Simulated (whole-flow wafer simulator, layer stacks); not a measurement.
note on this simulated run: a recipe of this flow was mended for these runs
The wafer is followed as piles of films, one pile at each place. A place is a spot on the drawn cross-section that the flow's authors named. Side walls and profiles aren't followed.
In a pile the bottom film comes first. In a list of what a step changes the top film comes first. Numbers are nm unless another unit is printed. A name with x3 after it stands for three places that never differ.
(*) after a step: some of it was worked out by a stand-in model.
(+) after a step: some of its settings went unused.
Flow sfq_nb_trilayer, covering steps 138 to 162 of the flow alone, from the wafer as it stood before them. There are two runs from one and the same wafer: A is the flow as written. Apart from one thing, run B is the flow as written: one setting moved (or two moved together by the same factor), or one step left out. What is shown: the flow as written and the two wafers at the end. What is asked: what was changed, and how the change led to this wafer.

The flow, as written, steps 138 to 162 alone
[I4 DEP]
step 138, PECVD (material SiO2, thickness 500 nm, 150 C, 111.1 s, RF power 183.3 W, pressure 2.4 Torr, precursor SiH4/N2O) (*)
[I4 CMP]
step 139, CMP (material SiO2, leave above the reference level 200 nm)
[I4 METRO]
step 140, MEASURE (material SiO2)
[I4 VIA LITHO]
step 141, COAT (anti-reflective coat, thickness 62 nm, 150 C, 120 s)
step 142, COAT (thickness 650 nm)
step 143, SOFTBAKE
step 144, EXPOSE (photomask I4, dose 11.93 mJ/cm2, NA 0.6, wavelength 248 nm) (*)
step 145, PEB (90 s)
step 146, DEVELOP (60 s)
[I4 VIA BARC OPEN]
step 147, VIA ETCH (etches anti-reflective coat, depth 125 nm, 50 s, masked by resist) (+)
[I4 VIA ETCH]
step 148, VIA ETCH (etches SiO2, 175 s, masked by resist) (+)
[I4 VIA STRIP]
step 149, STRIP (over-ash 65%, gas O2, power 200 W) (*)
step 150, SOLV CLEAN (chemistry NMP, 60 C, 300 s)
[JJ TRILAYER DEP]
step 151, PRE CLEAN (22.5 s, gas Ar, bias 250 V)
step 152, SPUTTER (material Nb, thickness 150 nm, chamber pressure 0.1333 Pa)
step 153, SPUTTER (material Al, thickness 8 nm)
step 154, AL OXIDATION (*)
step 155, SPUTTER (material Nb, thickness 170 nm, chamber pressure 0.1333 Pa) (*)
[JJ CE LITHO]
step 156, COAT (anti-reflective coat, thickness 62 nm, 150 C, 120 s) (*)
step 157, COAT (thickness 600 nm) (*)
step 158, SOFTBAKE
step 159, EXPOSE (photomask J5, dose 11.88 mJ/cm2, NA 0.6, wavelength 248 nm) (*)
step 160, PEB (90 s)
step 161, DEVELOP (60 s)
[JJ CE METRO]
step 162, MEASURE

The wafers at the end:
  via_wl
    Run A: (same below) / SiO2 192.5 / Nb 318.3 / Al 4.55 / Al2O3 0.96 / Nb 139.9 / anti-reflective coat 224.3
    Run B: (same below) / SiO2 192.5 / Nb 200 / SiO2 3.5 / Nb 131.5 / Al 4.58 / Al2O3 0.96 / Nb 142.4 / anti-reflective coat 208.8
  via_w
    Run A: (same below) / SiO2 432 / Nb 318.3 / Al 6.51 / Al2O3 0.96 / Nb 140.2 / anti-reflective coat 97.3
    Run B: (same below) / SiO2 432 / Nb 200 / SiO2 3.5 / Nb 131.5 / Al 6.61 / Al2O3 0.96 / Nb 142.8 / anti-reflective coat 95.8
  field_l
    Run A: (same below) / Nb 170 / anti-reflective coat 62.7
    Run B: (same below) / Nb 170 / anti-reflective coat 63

Cause: step 148, VIA ETCH: 127 s was run, whereas the flow has 175 s.

Step by step, how the change led to this:
  step 148, VIA ETCH (etches SiO2, 175 s, masked by resist) (+)
      via_wl, via_w, via_wr: A -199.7 SiO2 (all of it), -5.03 Nb | B -188.7 SiO2
      field_l, v_sur, via_sp and 100 more: A -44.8 KrF-resist-other-grade | B -32.5 KrF-resist-other-grade
  step 149, STRIP (over-ash 65%, gas O2, power 200 W) (*)
      field_l, v_sur, via_sp and 100 more: A -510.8 KrF-resist-other-grade (all of it), -62 anti-reflective coat (all of it) | B -523.1 KrF-resist-other-grade (all of it), -62 anti-reflective coat (all of it)
  step 151, PRE CLEAN (22.5 s, gas Ar, bias 250 V)
      via_wl, via_w, via_wr: A -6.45 Nb | B -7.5 SiO2
  step 152, SPUTTER (material Nb, thickness 150 nm, chamber pressure 0.1333 Pa)
      via_wl, via_w, via_wr: A +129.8 Nb | B +131.5 Nb (new film)
  step 156, COAT (anti-reflective coat, thickness 62 nm, 150 C, 120 s) (*)
      via_wl, via_wr: A +224.3 anti-reflective coat (new film) | B +208.8 anti-reflective coat (new film)
With metal films that touch counted as one body, via_wl has 7 bodies (between them, from the top down: Al2O3 0.96; SiO2 3.5; SiO2 192.5; SiO2 192.5; SiO2 192.5; SiO2 192.5); the flow as written gives 6 bodies (between them, from the top down: Al2O3 0.96; SiO2 192.5; SiO2 192.5; SiO2 192.5; SiO2 192.5).
With metal films that touch counted as one body, via_w has 5 bodies (between them, from the top down: Al2O3 0.96; SiO2 3.5; SiO2 432; SiO2 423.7); the flow as written gives 4 bodies (between them, from the top down: Al2O3 0.96; SiO2 432; SiO2 423.7).
